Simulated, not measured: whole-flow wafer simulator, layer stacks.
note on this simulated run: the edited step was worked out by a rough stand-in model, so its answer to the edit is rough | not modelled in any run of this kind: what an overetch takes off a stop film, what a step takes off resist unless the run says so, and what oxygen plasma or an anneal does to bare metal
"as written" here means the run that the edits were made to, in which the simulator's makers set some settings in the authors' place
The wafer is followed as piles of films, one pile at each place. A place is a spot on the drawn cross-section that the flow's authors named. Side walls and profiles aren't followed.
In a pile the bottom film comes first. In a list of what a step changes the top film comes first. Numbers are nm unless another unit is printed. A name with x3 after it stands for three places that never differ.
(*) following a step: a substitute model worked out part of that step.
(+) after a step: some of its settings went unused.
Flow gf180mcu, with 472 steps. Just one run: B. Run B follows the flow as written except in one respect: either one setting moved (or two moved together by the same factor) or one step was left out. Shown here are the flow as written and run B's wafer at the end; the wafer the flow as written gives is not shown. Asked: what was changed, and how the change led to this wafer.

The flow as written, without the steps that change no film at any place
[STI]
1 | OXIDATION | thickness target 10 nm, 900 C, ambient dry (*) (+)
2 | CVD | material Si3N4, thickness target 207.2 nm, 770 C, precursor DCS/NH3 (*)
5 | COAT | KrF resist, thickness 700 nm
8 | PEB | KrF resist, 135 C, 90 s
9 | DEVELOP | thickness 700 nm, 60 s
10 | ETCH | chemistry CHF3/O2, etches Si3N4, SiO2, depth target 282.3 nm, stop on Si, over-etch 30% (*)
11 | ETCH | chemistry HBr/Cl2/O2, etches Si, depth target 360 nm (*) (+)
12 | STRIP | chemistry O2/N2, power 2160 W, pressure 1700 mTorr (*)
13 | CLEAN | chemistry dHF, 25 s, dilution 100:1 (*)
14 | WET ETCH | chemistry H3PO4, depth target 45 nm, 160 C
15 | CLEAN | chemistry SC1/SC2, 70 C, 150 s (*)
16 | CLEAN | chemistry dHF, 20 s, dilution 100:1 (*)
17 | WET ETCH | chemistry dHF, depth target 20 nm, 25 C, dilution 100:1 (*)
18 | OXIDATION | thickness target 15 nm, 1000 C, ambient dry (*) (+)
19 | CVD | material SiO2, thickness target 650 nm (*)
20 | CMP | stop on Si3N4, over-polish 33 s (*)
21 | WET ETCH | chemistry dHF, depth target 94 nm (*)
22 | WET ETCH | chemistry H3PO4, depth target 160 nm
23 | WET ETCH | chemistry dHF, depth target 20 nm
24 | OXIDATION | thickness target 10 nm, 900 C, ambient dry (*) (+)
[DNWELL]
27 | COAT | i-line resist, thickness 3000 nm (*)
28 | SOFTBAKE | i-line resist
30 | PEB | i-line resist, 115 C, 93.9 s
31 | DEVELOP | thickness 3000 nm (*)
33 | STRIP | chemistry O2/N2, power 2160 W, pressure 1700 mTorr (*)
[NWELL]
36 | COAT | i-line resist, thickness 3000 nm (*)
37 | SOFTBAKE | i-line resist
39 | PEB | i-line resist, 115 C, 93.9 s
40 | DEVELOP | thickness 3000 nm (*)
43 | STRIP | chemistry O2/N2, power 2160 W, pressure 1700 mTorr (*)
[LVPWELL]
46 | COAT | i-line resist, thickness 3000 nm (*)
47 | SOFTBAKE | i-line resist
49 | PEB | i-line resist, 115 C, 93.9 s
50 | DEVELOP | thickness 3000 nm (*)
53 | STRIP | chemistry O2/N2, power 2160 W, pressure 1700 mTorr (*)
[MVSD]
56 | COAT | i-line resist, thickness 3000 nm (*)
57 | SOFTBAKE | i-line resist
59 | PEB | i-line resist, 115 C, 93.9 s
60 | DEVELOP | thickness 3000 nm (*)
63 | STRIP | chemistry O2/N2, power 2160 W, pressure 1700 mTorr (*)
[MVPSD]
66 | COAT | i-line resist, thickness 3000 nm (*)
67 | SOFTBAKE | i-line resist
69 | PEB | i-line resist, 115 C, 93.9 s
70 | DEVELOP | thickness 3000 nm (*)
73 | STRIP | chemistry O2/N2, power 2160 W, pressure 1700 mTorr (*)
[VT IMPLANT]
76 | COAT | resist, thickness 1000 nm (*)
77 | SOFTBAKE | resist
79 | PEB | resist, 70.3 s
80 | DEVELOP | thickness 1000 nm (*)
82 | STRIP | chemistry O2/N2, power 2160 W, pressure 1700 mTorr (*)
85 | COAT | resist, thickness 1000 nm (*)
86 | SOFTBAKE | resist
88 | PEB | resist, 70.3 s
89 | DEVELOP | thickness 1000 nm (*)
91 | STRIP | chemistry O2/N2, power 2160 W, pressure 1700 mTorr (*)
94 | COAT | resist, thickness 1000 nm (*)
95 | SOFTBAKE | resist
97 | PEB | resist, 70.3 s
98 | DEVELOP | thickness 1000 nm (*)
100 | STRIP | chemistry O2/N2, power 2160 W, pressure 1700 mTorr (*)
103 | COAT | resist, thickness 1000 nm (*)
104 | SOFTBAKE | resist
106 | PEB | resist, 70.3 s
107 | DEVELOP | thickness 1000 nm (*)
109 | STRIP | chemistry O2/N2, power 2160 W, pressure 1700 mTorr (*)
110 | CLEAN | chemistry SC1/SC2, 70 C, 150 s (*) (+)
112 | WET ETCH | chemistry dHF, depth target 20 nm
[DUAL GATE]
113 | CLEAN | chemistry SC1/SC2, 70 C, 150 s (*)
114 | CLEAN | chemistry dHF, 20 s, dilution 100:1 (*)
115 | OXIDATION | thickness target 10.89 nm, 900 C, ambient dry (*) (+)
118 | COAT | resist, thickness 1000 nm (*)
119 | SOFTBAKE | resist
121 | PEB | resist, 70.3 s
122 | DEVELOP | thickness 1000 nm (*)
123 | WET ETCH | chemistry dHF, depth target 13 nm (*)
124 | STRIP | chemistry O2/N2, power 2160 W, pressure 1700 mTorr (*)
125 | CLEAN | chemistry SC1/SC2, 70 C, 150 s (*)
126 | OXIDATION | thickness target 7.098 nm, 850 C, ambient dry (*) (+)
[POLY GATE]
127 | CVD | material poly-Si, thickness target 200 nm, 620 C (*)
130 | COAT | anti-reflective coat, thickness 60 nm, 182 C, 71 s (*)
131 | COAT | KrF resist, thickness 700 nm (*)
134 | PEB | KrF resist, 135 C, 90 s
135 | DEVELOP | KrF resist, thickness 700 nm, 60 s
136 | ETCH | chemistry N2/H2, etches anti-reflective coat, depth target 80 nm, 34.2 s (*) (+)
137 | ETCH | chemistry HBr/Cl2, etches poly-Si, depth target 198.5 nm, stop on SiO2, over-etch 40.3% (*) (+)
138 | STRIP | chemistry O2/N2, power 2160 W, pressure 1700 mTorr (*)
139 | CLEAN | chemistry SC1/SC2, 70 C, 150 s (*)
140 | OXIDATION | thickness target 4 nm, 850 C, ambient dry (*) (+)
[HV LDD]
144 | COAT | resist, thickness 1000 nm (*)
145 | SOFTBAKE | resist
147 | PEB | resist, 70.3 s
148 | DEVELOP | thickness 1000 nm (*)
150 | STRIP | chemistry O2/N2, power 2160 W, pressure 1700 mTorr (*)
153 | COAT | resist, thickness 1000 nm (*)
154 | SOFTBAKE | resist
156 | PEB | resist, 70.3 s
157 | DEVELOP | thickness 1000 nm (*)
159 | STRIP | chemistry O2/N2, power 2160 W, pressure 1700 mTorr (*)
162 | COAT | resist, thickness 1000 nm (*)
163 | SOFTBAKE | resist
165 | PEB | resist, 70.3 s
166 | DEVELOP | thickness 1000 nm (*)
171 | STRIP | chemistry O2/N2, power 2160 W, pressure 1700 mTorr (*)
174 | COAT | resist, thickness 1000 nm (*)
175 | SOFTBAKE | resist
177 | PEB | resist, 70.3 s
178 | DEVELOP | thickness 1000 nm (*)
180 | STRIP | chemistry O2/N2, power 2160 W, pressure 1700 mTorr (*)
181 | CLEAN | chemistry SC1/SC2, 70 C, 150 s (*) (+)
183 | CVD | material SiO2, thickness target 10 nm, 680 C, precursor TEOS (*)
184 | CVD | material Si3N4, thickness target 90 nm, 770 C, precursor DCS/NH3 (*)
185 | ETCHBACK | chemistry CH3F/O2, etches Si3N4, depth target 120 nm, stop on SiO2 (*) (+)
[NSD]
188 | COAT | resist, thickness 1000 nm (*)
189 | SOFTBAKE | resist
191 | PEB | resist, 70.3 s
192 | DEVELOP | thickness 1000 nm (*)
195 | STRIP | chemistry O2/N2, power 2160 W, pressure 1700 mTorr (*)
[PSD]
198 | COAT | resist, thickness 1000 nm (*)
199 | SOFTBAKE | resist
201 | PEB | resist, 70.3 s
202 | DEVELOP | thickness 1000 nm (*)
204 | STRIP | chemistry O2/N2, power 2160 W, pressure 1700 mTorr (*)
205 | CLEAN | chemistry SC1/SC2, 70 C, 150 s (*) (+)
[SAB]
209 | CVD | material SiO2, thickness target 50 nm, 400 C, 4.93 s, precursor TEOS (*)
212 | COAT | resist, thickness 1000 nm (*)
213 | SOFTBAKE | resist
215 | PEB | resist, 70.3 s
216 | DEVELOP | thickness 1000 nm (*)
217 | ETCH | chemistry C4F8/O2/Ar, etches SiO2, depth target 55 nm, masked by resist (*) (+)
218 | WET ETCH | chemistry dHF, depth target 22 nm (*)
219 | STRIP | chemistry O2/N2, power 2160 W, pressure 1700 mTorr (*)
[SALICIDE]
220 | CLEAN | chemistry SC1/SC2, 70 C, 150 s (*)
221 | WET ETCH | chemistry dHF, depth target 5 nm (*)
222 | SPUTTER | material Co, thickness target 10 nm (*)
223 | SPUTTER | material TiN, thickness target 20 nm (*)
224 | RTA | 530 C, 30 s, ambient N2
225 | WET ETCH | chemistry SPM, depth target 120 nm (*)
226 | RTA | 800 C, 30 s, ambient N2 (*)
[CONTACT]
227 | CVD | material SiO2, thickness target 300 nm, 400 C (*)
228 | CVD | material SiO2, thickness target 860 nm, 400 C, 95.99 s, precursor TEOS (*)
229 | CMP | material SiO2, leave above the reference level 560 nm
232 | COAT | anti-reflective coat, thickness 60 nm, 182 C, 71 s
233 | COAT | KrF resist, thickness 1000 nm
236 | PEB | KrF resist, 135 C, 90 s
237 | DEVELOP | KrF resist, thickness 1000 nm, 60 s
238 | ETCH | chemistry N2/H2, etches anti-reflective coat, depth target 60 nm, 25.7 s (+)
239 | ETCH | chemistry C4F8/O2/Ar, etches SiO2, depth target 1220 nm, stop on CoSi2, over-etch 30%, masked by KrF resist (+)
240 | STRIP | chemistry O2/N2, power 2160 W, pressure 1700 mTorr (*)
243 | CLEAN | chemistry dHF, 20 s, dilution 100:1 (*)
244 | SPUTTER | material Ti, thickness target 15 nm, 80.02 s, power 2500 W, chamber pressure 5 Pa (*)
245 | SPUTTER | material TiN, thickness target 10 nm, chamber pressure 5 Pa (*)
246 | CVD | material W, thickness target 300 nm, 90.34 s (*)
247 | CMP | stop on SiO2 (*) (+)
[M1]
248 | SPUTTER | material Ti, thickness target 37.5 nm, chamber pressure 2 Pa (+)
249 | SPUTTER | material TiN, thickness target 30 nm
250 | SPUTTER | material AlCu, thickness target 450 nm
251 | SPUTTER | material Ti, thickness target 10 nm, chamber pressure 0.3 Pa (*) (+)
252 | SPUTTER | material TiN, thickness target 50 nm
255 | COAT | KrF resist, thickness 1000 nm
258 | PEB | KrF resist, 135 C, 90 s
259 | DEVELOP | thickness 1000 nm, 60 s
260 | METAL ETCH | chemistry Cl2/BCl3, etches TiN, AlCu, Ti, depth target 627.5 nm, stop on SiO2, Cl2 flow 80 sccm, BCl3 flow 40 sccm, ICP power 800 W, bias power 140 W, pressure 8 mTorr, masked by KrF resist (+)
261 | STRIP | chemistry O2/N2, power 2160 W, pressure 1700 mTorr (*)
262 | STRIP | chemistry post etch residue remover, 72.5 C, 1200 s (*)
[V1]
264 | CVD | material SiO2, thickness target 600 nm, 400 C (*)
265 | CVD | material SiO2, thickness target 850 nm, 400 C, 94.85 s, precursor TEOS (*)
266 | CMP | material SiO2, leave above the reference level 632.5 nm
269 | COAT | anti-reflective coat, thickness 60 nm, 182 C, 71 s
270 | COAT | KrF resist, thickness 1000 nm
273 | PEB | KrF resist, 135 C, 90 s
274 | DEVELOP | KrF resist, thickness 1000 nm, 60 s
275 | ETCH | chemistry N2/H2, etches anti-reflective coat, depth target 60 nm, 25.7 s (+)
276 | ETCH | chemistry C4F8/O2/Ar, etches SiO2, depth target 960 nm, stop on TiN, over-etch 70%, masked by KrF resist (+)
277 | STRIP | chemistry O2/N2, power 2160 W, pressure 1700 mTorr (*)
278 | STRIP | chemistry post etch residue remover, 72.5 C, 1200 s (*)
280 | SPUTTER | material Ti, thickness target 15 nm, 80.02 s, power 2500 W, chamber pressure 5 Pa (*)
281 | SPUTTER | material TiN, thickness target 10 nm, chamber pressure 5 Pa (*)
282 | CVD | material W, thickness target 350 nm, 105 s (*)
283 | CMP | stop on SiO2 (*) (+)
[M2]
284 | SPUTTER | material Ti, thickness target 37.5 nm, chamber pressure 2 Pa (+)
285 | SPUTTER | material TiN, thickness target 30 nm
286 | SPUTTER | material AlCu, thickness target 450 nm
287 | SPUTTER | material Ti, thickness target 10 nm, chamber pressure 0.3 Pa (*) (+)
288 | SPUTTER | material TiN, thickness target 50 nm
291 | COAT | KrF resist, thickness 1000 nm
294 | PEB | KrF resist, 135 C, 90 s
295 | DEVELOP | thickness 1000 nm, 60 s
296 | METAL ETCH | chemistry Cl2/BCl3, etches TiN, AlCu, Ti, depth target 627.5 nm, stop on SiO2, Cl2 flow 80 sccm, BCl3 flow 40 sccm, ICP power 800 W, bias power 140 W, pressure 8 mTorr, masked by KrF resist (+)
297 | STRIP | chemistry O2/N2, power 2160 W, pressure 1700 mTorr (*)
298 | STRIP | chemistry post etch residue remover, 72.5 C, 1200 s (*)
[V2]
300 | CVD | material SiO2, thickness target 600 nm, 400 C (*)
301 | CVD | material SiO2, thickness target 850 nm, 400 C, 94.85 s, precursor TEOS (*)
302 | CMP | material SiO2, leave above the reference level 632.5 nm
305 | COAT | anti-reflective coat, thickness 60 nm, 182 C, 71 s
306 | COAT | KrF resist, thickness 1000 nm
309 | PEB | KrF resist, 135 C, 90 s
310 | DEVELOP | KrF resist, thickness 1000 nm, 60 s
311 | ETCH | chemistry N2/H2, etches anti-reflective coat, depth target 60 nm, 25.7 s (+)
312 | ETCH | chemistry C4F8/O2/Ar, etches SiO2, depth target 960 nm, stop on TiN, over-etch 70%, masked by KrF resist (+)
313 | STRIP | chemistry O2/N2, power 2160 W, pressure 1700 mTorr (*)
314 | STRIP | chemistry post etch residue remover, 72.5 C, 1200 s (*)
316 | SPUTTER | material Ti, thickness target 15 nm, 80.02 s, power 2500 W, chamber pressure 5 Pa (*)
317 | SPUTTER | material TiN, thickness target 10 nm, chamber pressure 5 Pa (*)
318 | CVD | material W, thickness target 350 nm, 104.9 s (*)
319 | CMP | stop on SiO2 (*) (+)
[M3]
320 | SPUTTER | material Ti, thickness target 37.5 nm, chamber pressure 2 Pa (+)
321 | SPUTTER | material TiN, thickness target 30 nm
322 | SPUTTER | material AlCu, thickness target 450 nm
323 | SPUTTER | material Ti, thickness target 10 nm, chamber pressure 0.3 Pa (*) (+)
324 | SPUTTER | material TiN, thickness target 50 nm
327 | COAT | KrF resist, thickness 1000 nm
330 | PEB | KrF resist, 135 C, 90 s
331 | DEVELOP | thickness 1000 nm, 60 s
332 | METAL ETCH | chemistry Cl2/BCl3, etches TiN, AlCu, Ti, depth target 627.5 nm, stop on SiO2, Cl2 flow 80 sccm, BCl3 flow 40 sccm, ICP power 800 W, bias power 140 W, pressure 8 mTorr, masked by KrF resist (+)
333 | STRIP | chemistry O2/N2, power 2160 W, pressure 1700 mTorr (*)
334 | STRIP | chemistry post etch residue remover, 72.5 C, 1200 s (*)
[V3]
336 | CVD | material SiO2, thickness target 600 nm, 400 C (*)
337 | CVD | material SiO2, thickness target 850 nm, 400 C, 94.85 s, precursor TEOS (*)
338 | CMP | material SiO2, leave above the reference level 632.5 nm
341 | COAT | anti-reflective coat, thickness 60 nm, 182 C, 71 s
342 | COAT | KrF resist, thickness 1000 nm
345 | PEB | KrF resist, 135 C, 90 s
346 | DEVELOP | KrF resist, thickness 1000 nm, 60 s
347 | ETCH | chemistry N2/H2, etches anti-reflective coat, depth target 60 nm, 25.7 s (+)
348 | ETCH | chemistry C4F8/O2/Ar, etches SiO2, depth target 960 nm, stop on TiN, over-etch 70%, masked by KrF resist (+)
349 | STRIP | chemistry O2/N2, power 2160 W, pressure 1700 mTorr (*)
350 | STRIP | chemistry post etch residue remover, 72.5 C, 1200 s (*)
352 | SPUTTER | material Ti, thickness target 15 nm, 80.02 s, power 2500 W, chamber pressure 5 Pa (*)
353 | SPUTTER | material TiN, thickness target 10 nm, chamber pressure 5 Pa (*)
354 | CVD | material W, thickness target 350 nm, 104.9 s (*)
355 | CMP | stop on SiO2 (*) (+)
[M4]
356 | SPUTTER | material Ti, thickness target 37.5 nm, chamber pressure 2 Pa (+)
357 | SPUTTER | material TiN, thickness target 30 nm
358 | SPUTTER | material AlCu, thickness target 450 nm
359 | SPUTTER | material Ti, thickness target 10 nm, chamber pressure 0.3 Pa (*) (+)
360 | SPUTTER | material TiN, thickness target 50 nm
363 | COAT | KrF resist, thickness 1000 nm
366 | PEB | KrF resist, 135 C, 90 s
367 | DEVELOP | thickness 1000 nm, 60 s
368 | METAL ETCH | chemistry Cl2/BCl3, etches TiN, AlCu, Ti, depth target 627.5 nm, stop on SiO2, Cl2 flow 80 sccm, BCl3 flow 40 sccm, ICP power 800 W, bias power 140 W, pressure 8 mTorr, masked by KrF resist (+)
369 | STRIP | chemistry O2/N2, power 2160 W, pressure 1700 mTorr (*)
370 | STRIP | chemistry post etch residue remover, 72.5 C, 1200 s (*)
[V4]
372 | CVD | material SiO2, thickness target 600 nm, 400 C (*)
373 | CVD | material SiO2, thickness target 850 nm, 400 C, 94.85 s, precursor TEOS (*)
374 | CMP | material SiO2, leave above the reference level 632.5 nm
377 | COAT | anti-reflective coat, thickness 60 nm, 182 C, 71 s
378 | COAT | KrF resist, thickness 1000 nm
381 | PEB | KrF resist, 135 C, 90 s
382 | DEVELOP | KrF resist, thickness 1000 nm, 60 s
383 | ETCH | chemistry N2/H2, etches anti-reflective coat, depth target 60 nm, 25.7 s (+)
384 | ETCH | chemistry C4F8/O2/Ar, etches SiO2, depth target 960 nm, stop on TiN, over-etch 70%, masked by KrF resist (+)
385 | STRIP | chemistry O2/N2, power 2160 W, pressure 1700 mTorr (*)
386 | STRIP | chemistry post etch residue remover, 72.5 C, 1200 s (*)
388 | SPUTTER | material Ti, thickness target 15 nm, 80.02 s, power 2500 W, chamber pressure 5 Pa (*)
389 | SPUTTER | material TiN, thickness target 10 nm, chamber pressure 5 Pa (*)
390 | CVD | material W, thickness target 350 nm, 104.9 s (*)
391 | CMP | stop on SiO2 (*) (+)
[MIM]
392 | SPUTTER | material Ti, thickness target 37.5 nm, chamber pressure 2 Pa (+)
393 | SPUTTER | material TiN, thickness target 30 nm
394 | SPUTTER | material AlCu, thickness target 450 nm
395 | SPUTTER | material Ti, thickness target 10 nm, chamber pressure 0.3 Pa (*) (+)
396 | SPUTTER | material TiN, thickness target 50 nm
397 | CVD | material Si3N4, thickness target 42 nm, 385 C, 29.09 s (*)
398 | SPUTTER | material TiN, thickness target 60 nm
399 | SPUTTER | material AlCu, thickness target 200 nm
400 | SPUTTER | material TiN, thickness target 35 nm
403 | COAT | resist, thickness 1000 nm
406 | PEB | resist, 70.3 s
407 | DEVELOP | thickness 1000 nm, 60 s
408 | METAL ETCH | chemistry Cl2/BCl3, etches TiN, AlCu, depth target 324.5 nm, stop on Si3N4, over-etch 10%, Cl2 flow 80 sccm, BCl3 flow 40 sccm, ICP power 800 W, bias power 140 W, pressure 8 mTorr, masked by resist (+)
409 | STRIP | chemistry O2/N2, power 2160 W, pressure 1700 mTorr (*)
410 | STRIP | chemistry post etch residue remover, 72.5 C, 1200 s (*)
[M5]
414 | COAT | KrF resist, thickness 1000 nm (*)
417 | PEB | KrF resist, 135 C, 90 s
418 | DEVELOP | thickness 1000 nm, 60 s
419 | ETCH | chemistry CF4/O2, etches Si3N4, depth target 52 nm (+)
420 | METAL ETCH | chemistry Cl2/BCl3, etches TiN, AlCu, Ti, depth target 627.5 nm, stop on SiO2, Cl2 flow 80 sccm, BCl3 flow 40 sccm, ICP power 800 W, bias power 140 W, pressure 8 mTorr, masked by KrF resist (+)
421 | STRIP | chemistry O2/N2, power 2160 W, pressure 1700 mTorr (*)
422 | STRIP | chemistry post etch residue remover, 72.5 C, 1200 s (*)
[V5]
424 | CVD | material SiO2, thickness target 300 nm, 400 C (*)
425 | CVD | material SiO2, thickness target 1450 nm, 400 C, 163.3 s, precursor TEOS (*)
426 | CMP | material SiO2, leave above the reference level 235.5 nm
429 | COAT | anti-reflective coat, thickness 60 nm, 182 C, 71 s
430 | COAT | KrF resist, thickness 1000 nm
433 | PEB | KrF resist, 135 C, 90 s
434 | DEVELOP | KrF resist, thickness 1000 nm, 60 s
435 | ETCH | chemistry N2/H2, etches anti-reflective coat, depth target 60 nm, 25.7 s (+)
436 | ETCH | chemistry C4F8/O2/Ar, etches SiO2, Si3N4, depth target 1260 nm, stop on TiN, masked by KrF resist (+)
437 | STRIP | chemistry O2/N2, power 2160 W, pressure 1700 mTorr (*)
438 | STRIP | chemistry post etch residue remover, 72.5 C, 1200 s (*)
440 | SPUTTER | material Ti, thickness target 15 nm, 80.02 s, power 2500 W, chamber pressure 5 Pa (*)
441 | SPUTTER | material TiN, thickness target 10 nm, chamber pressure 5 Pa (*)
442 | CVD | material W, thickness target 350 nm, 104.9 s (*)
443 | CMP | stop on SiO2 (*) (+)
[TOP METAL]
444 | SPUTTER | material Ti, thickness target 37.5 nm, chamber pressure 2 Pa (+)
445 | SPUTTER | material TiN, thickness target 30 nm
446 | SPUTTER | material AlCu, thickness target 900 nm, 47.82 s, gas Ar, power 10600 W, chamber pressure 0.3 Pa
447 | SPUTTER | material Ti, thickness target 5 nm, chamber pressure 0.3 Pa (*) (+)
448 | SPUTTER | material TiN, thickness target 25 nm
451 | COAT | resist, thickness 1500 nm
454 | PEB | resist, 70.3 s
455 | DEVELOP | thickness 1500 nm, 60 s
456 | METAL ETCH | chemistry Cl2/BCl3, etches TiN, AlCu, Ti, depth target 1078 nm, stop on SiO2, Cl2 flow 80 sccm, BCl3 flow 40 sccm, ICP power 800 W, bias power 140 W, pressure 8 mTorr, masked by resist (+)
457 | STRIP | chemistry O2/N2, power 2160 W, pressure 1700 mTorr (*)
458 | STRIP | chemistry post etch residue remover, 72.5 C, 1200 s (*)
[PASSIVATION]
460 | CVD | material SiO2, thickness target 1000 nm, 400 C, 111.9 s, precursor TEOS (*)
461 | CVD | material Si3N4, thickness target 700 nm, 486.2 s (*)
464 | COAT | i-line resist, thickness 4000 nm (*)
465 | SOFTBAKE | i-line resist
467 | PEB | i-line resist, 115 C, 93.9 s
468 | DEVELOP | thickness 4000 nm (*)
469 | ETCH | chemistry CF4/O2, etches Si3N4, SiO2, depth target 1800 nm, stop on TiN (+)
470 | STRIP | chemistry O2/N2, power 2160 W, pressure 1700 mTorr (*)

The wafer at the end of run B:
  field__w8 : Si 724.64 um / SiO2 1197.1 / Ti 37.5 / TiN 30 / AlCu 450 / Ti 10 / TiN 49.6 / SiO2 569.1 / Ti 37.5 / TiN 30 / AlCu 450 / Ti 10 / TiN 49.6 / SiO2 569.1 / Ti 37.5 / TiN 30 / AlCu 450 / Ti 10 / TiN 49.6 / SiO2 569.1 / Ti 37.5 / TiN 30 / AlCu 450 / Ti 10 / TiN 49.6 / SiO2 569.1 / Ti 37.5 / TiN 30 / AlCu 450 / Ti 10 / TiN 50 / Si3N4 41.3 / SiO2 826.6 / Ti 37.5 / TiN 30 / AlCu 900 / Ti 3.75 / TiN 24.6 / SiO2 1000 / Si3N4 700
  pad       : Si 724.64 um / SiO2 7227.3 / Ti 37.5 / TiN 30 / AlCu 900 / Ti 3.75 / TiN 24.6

The reason: step 447, SPUTTER: thickness target 3.75 nm was run, whereas the flow has thickness target 5 nm.
One can read it off the wafer: field__w8 has Ti 3.75, and step 447 as written asks for 5 nm.

How this came from the change, step by step:
  447 | SPUTTER | material Ti, thickness target 5 nm, chamber pressure 0.3 Pa (*) (+)
      field, field__w1, field__w2 and 109 more: +3.75 Ti (new film) (in the flow as written it would be: +5 Ti (new film))
  456 | METAL ETCH | chemistry Cl2/BCl3, etches TiN, AlCu, Ti, depth target 1078 nm, stop on SiO2, Cl2 flow 80 sccm, BCl3 flow 40 sccm, ICP power 800 W, bias power 140 W, pressure 8 mTorr, masked by resist (+)
      field, field__w1, field__w2 and 103 more: -25 TiN (all of it), -3.75 Ti (all of it), -900 AlCu (all of it), -30 TiN (all of it), -37.5 Ti (all of it) (in the flow as written it would be: -25 TiN (all of it), -5 Ti (all of it), -900 AlCu (all of it), -30 TiN (all of it), -37.5 Ti (all of it))
